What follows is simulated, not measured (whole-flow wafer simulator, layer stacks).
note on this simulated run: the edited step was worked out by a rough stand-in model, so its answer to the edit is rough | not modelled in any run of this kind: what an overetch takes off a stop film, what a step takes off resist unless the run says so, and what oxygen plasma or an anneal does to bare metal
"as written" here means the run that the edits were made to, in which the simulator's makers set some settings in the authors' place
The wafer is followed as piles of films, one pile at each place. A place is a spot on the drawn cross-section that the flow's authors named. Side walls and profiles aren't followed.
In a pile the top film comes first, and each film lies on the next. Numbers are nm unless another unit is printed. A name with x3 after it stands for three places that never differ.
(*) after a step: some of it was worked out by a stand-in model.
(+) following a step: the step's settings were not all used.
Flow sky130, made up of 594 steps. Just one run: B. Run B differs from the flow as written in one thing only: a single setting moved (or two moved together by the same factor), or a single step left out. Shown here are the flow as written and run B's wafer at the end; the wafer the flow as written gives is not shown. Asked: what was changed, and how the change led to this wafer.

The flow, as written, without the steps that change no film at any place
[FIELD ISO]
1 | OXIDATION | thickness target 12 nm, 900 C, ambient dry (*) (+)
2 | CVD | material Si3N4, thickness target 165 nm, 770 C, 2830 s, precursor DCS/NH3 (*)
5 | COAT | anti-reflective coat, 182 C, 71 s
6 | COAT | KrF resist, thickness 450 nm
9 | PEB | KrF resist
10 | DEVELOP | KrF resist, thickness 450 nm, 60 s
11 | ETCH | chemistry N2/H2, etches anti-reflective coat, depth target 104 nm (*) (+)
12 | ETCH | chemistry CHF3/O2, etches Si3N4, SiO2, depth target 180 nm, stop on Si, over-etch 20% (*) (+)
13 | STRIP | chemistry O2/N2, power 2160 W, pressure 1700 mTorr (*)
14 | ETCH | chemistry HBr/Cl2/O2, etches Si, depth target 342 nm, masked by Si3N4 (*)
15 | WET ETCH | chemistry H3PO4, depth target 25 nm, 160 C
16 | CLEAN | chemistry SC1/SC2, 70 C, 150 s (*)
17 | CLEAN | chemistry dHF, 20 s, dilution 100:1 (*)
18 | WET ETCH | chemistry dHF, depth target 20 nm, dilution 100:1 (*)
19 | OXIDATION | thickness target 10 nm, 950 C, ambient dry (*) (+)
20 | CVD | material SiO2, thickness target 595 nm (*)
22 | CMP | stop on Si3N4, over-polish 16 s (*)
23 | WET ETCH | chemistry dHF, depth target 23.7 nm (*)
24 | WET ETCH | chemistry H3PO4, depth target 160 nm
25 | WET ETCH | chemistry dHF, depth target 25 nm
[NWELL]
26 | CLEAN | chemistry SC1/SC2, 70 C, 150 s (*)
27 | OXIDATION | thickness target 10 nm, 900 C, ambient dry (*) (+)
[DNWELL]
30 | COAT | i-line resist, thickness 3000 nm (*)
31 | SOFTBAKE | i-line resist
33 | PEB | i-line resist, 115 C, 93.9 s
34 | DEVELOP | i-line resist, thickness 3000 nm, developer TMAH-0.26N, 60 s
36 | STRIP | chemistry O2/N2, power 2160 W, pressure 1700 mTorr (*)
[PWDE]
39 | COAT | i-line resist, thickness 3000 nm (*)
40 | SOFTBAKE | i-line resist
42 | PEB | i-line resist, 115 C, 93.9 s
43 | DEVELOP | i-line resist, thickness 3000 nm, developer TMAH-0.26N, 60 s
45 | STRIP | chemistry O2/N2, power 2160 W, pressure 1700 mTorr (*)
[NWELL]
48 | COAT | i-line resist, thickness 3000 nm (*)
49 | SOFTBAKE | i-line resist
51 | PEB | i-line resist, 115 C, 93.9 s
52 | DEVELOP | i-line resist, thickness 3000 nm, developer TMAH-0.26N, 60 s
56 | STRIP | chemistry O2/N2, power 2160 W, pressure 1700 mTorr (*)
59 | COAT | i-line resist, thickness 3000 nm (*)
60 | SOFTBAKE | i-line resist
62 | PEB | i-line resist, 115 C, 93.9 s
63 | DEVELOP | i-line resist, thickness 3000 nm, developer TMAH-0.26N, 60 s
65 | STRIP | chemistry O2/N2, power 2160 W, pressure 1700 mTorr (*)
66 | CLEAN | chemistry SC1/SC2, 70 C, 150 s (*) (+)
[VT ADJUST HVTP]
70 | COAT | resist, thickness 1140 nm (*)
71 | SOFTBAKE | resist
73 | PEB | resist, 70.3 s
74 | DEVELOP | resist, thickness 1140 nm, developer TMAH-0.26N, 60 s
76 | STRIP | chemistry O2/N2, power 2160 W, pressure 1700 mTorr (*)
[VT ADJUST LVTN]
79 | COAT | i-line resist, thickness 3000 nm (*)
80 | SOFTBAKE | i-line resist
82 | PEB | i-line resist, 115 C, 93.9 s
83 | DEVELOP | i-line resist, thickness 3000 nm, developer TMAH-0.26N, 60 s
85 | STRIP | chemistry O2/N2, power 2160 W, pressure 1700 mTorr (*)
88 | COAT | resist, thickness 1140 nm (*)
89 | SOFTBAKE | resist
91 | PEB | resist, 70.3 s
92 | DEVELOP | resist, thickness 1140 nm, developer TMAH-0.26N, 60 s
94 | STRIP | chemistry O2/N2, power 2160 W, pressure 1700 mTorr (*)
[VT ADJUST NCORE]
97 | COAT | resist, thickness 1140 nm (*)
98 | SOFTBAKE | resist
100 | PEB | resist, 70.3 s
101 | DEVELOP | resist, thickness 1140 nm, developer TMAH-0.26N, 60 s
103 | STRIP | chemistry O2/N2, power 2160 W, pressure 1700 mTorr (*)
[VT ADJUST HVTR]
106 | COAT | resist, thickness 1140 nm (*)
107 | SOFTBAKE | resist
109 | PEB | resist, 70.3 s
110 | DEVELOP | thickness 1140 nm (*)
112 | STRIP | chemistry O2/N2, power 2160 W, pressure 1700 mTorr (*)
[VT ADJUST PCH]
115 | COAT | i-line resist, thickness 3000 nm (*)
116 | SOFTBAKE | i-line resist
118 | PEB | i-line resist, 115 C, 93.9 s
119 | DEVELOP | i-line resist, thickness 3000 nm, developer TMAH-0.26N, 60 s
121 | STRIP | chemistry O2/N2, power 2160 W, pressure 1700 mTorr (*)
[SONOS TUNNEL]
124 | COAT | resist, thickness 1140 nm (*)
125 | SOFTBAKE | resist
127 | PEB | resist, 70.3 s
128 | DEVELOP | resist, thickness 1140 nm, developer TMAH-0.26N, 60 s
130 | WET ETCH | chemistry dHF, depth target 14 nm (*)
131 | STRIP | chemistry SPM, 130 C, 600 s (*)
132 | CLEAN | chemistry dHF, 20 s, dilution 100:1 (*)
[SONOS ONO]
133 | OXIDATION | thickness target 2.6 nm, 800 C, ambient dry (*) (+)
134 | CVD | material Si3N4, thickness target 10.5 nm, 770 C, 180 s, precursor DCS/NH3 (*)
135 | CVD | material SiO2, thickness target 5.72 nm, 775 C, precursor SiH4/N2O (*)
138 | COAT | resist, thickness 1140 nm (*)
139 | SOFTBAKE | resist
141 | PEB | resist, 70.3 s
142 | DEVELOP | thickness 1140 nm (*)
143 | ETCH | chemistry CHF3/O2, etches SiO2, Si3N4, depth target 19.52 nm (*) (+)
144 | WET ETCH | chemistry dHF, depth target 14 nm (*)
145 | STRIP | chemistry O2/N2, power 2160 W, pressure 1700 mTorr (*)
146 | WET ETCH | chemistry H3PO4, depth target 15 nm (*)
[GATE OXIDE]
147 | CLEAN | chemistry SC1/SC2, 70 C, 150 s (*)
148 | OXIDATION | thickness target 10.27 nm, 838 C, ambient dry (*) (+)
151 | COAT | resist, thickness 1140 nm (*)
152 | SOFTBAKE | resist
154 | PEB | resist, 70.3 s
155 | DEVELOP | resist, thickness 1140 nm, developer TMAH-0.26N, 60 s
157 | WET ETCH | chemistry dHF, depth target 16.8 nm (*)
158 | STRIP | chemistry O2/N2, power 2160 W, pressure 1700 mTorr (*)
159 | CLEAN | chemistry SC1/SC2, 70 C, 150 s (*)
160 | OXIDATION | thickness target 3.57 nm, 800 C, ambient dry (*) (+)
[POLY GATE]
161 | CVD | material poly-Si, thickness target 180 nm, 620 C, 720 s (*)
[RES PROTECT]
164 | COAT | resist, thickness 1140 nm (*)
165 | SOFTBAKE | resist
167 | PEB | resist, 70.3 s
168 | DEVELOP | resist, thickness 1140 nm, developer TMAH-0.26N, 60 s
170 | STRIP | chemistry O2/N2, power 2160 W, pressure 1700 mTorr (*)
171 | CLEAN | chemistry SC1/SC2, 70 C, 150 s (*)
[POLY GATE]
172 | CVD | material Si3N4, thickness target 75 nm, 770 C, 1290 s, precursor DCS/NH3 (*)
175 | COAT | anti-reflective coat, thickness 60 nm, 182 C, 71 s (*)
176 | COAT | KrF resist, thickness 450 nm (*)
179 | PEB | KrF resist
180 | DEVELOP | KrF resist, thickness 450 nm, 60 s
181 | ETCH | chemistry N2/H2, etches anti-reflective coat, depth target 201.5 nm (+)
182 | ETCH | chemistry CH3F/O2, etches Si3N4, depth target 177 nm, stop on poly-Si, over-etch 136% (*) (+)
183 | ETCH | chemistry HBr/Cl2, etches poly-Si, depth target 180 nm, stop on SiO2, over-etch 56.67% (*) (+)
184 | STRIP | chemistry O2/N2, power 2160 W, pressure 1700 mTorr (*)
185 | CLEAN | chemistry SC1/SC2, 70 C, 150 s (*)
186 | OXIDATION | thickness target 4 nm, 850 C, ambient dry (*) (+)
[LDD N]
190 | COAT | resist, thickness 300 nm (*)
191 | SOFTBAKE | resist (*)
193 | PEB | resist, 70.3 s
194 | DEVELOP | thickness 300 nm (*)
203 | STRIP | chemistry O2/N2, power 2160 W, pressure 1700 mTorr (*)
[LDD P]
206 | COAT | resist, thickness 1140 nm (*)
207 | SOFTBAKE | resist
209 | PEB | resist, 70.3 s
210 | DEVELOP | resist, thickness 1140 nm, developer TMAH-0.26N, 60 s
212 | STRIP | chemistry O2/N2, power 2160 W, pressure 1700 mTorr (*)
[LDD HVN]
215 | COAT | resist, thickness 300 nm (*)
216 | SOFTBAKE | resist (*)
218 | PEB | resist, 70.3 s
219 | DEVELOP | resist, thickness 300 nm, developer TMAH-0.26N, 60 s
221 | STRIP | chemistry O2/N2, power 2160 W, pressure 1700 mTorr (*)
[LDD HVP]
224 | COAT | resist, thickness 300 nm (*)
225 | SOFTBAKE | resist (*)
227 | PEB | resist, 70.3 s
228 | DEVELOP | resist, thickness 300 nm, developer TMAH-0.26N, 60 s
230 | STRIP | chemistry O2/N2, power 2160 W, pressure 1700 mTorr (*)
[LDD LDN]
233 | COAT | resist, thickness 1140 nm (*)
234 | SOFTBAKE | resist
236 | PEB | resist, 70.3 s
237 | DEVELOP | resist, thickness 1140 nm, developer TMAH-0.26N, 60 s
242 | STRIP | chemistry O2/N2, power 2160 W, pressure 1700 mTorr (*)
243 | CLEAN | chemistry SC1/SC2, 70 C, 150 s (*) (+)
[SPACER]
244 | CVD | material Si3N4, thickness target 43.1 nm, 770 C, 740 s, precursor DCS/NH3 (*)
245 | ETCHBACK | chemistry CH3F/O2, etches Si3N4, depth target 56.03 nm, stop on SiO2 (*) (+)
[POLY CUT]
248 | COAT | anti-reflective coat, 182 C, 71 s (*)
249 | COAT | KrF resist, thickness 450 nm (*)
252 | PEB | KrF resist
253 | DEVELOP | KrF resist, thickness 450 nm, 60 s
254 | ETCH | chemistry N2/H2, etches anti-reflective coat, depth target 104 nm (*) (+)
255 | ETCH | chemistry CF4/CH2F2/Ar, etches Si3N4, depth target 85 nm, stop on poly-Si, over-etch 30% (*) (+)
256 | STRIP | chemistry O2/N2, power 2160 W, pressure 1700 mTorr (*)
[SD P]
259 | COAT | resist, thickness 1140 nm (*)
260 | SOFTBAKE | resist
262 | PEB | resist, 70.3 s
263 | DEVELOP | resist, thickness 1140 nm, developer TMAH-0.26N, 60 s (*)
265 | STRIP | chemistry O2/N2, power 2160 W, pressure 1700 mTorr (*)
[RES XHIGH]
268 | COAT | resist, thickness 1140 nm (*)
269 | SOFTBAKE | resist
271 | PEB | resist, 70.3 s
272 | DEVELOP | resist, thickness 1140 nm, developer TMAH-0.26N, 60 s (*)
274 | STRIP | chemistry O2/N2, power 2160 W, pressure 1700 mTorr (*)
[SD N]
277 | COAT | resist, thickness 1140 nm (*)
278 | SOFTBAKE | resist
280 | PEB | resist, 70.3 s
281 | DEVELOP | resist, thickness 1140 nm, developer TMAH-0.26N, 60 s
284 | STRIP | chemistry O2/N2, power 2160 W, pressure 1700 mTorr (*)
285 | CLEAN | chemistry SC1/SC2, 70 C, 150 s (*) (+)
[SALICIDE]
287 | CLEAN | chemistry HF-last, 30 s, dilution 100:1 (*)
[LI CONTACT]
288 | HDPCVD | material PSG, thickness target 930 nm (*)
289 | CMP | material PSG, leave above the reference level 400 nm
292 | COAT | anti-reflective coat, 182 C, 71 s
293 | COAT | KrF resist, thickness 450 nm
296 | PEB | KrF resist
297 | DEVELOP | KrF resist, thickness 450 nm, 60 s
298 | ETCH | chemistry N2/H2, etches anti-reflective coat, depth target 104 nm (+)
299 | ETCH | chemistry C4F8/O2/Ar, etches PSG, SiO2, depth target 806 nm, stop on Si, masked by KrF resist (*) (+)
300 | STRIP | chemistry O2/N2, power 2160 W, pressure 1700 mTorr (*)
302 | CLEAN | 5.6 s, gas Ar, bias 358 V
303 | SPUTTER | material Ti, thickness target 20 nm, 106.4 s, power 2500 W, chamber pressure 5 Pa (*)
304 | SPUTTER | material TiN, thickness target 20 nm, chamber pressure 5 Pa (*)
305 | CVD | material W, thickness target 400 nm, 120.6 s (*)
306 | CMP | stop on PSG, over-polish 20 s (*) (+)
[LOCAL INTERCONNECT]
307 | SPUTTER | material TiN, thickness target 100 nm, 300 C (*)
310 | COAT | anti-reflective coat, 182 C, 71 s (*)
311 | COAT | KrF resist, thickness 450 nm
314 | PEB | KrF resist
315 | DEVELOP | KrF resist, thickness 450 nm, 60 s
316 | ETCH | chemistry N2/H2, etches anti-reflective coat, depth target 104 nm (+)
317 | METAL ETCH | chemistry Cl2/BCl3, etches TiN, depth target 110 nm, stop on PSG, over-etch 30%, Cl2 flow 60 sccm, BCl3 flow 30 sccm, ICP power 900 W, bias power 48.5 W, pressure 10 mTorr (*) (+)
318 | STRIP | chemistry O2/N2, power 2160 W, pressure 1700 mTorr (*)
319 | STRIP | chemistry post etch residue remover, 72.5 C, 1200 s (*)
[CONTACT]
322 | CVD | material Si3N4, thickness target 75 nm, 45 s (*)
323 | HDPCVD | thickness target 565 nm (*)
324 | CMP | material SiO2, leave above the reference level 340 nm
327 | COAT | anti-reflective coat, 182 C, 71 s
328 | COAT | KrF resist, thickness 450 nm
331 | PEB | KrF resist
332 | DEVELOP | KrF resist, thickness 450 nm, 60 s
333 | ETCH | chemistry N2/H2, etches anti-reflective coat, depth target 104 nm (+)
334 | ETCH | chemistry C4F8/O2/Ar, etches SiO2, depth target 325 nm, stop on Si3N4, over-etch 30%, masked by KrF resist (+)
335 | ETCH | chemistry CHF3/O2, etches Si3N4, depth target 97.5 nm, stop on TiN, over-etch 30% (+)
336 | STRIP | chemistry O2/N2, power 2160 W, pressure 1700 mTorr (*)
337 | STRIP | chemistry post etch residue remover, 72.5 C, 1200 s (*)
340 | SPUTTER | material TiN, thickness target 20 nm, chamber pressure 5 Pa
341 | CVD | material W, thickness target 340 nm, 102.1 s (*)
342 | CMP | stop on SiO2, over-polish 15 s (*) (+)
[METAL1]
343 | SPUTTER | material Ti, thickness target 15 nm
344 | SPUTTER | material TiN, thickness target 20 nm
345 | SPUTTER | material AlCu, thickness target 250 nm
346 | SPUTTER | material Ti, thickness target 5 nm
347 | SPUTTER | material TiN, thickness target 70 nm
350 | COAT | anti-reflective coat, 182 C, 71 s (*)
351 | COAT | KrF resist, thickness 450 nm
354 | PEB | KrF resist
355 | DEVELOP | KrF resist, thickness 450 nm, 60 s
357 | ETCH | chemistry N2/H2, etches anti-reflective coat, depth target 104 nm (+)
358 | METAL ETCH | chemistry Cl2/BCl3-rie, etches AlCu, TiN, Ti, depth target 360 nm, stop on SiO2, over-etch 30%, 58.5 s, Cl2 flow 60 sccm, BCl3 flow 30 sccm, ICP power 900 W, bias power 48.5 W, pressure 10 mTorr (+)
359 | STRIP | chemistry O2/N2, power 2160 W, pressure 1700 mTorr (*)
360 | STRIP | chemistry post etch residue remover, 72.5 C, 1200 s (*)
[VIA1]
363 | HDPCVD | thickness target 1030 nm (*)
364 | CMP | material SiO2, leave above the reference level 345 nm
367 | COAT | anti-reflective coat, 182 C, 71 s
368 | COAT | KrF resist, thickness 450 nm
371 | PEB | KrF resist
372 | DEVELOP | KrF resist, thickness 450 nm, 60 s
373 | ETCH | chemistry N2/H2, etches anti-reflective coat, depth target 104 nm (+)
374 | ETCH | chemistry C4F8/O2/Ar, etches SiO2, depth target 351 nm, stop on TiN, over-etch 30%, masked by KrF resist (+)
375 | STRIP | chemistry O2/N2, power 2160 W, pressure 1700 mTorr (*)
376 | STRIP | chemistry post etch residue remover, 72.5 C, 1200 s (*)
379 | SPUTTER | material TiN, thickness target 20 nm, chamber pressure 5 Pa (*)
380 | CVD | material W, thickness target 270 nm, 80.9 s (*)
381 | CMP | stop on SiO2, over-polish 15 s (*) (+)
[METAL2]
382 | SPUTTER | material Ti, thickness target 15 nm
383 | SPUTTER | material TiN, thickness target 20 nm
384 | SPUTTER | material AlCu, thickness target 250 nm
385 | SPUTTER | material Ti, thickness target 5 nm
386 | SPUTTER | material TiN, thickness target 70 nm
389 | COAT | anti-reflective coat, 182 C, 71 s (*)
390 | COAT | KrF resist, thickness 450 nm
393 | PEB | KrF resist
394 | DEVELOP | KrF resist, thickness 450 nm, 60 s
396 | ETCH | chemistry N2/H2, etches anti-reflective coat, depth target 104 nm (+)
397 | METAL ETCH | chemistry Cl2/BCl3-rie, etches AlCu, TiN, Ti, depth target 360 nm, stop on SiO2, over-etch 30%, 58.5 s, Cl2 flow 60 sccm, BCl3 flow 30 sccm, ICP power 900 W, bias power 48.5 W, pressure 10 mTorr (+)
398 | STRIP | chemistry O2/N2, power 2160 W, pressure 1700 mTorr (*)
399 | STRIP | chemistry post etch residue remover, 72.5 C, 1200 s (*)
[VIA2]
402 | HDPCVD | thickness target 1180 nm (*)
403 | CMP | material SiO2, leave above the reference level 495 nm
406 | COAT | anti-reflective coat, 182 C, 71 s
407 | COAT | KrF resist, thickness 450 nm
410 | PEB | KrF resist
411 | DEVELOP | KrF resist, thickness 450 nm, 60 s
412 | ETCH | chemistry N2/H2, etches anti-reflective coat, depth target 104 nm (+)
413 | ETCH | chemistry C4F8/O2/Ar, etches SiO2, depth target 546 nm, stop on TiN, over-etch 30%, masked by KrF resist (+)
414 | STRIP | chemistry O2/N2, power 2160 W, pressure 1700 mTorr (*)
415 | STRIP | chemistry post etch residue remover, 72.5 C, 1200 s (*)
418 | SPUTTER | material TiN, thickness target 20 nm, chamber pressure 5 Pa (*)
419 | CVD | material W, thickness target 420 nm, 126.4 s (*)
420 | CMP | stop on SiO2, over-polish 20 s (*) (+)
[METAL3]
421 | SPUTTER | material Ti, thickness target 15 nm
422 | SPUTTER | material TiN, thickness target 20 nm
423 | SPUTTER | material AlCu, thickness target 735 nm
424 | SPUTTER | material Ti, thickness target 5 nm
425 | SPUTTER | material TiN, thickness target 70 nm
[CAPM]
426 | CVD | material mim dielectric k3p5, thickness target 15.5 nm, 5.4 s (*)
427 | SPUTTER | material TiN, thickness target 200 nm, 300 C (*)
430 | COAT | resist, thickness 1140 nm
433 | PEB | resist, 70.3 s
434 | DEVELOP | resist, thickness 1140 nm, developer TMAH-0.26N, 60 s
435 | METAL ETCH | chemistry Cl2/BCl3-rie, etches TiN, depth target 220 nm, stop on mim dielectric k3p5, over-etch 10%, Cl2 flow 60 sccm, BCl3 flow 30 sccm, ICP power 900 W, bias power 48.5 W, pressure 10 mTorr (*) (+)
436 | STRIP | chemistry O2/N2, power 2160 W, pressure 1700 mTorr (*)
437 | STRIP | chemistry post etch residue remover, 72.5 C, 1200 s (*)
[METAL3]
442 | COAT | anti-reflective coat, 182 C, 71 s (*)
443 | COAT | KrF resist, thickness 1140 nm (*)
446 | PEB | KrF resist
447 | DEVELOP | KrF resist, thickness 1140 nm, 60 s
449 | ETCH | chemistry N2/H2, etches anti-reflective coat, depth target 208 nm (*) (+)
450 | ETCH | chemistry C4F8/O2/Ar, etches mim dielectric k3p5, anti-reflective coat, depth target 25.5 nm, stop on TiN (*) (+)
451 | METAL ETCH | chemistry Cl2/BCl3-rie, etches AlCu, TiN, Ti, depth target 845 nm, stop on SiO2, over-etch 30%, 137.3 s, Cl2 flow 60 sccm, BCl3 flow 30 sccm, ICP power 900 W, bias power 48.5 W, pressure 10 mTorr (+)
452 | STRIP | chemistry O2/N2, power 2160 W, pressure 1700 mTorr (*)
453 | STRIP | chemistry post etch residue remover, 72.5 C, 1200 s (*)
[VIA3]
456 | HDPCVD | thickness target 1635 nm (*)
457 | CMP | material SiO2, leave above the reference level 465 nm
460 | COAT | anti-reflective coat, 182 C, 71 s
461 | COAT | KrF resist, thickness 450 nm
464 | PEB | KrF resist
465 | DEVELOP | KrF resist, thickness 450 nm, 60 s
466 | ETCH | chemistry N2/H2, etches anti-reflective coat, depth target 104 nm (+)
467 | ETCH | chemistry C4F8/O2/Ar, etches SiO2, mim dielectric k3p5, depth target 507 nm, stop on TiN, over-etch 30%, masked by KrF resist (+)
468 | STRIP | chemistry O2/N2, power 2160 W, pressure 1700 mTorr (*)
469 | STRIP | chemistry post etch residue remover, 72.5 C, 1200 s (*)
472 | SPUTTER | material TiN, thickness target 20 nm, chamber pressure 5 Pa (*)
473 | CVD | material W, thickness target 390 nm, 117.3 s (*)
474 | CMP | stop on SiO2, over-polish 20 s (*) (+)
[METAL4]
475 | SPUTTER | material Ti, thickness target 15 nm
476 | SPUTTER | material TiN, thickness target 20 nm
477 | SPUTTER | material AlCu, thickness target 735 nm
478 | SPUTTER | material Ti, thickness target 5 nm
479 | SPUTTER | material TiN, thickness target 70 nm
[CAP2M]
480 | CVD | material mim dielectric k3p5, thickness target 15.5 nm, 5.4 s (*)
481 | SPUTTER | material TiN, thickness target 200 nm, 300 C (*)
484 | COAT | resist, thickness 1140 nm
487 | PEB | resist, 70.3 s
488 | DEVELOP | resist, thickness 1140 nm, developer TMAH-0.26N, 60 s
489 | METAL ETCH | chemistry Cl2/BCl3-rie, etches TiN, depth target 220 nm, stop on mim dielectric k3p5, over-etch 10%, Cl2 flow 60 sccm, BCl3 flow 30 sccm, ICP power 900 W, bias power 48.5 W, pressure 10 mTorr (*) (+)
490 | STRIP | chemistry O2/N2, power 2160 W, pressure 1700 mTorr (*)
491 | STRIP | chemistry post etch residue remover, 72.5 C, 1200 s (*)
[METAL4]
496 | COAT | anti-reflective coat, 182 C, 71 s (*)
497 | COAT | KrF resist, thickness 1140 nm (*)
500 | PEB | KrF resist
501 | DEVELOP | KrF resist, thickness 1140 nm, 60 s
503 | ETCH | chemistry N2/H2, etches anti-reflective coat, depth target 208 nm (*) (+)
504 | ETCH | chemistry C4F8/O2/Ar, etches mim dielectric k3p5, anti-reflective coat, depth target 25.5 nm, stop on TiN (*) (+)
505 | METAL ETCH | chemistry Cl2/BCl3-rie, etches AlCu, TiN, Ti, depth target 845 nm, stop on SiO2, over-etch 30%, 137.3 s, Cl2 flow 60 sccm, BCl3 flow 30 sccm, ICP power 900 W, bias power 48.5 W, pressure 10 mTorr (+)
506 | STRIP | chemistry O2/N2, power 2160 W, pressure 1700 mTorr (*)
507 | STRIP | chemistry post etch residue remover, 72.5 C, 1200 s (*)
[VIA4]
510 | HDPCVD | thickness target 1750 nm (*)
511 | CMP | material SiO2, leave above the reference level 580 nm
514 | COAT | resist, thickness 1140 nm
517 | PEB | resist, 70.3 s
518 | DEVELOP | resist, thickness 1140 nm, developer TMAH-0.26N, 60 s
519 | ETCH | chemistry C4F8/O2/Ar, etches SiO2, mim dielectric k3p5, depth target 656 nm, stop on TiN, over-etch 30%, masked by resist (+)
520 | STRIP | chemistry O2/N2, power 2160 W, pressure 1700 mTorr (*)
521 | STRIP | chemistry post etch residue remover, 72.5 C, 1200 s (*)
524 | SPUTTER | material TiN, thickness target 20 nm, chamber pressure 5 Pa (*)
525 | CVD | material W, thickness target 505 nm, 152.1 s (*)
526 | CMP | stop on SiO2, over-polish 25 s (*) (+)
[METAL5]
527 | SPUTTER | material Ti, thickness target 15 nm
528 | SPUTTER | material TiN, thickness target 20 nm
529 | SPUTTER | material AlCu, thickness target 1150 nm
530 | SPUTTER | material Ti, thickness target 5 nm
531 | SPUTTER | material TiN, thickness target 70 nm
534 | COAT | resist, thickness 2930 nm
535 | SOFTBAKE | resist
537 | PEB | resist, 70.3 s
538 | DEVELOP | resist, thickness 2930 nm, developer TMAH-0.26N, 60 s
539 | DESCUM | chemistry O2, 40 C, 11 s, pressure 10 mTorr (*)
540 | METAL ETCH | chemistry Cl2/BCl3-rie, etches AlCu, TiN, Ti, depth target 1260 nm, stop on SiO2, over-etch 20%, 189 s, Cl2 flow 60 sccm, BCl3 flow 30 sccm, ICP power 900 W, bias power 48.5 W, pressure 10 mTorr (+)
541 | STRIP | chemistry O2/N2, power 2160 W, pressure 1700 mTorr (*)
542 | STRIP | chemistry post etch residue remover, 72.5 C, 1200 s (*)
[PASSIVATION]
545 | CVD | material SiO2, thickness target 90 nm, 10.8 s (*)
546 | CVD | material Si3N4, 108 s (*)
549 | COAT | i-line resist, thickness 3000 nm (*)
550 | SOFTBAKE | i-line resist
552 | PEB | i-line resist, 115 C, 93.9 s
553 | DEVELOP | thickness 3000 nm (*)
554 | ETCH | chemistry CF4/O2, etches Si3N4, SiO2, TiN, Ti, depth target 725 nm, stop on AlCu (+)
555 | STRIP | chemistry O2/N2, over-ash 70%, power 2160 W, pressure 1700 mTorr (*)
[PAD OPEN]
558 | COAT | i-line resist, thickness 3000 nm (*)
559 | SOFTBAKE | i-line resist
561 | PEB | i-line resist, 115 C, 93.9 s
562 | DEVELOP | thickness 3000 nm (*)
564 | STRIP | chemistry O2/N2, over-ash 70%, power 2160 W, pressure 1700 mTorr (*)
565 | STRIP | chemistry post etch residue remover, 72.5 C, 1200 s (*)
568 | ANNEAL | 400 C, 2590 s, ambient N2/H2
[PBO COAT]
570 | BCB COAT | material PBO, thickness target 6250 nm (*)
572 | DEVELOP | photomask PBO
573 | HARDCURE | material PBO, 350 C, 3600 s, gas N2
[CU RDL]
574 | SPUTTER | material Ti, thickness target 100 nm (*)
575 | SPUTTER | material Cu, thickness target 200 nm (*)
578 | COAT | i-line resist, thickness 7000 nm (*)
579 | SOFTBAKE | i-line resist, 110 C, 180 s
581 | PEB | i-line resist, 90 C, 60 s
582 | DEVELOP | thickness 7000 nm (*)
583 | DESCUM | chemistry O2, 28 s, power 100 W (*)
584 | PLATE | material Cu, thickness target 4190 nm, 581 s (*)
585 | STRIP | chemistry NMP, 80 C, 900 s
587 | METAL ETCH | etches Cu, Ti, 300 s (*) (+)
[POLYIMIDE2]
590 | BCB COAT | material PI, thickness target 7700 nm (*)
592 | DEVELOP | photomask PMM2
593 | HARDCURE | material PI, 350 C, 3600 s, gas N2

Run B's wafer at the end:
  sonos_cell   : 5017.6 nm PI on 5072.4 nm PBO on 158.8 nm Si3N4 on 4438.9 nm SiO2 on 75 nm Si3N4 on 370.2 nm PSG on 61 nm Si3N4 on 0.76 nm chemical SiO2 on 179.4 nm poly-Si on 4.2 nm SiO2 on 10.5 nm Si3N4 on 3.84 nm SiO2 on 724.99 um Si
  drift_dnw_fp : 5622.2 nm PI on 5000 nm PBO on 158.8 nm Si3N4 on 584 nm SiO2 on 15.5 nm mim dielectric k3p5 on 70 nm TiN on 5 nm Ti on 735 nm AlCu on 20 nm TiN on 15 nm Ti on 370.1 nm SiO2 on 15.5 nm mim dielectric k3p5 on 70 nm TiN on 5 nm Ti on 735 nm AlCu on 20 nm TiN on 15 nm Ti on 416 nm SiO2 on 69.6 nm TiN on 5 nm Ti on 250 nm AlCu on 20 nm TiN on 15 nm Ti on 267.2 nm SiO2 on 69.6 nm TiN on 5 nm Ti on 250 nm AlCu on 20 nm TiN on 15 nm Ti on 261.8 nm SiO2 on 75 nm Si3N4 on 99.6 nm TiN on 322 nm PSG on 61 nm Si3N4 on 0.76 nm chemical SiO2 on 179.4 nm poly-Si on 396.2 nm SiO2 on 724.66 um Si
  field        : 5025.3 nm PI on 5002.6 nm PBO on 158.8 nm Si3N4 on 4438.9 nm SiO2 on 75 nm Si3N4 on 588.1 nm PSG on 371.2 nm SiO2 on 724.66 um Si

The reason: step 133, OXIDATION: thickness target 3.84 nm was run, whereas the flow has thickness target 2.6 nm.
The wafer lets one read it off: sonos_cell has SiO2 3.84, and step 133 as written asks for 2.6 nm.

How this came from the change, step by step:
  133 | OXIDATION | thickness target 2.6 nm, 800 C, ambient dry (*) (+)
      n_well, sonos_cell, sonos_sd, sonos_cell_x: SiO2 gains 3.84 (new film), Si loses 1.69 (in the flow as written it would be: SiO2 gains 2.6 (new film), Si loses 1.14)
  143 | ETCH | chemistry CHF3/O2, etches SiO2, Si3N4, depth target 19.52 nm (*) (+)
      n_well, sonos_sd: SiO2 loses 5.72 (all of it), Si3N4 loses 10.5 (all of it), SiO2 loses 3.3 (in the flow as written it would be: SiO2 loses 5.72 (all of it), Si3N4 loses 10.5 (all of it), SiO2 loses 2.6 (all of it), Si loses 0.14)
  144 | WET ETCH | chemistry dHF, depth target 14 nm (*)
      n_well, sonos_sd: SiO2 loses 0.54 (all of it) (in the flow as written it would be: nothing)
